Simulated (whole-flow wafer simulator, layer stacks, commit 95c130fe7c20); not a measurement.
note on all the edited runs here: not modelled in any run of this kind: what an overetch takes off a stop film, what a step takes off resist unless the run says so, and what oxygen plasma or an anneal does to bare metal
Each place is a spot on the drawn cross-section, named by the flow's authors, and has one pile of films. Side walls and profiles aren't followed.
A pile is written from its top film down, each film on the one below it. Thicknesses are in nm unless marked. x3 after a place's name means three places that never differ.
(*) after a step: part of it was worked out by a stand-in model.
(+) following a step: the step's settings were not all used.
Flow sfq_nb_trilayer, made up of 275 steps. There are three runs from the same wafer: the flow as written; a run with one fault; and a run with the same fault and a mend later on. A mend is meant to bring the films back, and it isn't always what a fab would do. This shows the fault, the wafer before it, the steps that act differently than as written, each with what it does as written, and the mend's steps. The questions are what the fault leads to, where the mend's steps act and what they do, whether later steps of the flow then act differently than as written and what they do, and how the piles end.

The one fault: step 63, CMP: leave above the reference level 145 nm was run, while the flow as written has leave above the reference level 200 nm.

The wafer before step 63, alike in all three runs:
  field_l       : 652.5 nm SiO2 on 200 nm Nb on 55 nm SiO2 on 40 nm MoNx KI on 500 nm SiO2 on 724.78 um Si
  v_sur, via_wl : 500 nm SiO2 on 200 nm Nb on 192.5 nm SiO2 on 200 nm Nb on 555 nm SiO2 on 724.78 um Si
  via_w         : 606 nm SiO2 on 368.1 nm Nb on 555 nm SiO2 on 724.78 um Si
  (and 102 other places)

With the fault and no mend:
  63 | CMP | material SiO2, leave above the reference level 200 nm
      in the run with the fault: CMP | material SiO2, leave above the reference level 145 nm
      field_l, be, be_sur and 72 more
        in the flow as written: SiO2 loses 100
        in the run with the fault: SiO2 loses 155
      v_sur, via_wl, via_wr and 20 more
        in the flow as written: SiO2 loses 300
        in the run with the fault: SiO2 loses 355
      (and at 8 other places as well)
  Steps later in the flow that act otherwise than as written (not shown: 4 more steps that differ only slightly, by at most 2% or 0.5 nm, whichever is larger):
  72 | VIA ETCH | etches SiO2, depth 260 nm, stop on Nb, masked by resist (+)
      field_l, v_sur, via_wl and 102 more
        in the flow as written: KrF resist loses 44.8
        in the run with the fault: KrF resist loses 37.5
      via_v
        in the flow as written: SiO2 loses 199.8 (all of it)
        in the run with the fault: SiO2 loses 144.8 (all of it)
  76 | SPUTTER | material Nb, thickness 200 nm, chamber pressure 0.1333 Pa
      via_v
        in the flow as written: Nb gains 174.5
        in the run with the fault: Nb gains 185.7
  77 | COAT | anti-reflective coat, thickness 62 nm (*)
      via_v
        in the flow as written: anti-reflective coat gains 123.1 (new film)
        in the run with the fault: anti-reflective coat gains 110.3 (new film)
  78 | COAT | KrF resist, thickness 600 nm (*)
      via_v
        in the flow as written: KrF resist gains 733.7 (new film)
        in the run with the fault: KrF resist gains 689.1 (new film)
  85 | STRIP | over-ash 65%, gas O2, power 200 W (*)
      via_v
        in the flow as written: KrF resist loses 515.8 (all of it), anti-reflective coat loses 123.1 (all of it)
        in the run with the fault: KrF resist loses 471.2 (all of it), anti-reflective coat loses 110.3 (all of it)
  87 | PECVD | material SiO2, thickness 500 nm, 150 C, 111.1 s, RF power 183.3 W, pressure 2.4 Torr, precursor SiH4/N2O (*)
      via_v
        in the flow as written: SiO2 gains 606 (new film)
        in the run with the fault: SiO2 gains 515.3 (new film)
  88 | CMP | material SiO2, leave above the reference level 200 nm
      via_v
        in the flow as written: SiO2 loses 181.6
        in the run with the fault: SiO2 loses 157.1
  At v_sur, via_wl, via_w and 86 more, the piles at the end differ from the flow's by more than 2% or 0.5 nm, whichever is larger.
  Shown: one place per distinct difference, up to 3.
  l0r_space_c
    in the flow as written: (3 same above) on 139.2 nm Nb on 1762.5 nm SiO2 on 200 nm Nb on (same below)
    in the run with the fault: (3 same above) on 139.2 nm Nb on 1707.5 nm SiO2 on 200 nm Nb on (same below)
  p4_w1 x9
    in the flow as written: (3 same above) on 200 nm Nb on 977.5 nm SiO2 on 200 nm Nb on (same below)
    in the run with the fault: (3 same above) on 200 nm Nb on 922.5 nm SiO2 on 200 nm Nb on (same below)
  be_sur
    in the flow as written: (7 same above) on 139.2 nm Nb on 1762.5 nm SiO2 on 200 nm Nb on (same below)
    in the run with the fault: (7 same above) on 139.2 nm Nb on 1707.5 nm SiO2 on 200 nm Nb on (same below)

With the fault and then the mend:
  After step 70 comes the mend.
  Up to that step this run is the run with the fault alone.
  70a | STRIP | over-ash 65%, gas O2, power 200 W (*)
      field_l, v_sur, via_wl and 102 more
        KrF resist loses 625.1 (all of it), anti-reflective coat loses 62 (all of it)
      via_v
        anti-reflective coat loses 62 (all of it)
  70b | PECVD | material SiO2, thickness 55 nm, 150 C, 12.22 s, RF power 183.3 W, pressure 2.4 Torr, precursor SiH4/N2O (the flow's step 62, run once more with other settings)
      field_l, v_sur, via_wl and 103 more
        SiO2 gains 55
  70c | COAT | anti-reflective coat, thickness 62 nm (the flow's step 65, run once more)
      field_l, v_sur, via_wl and 103 more
        anti-reflective coat gains 62 (new film)
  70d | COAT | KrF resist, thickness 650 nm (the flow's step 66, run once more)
      field_l, v_sur, via_wl and 103 more
        KrF resist gains 650 (new film)
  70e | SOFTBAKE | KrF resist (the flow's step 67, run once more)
      does not change any film at any place that is followed
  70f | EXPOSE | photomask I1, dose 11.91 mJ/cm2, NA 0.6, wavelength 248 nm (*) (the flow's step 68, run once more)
      does not change any film at any place that is followed
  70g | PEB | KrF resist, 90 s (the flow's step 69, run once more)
      field_l, v_sur, via_wl and 103 more
        KrF resist loses 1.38
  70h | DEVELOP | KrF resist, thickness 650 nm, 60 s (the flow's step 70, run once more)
      field_l, v_sur, via_wl and 102 more
        KrF resist loses 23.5
      via_v
        KrF resist loses 648.6 (all of it)
  Later steps of the flow that are run all act as written at every place that is followed, up to a difference of at most 2% or 0.5 nm, whichever is larger.
  The piles end the same as the flow's at every place that both follow.
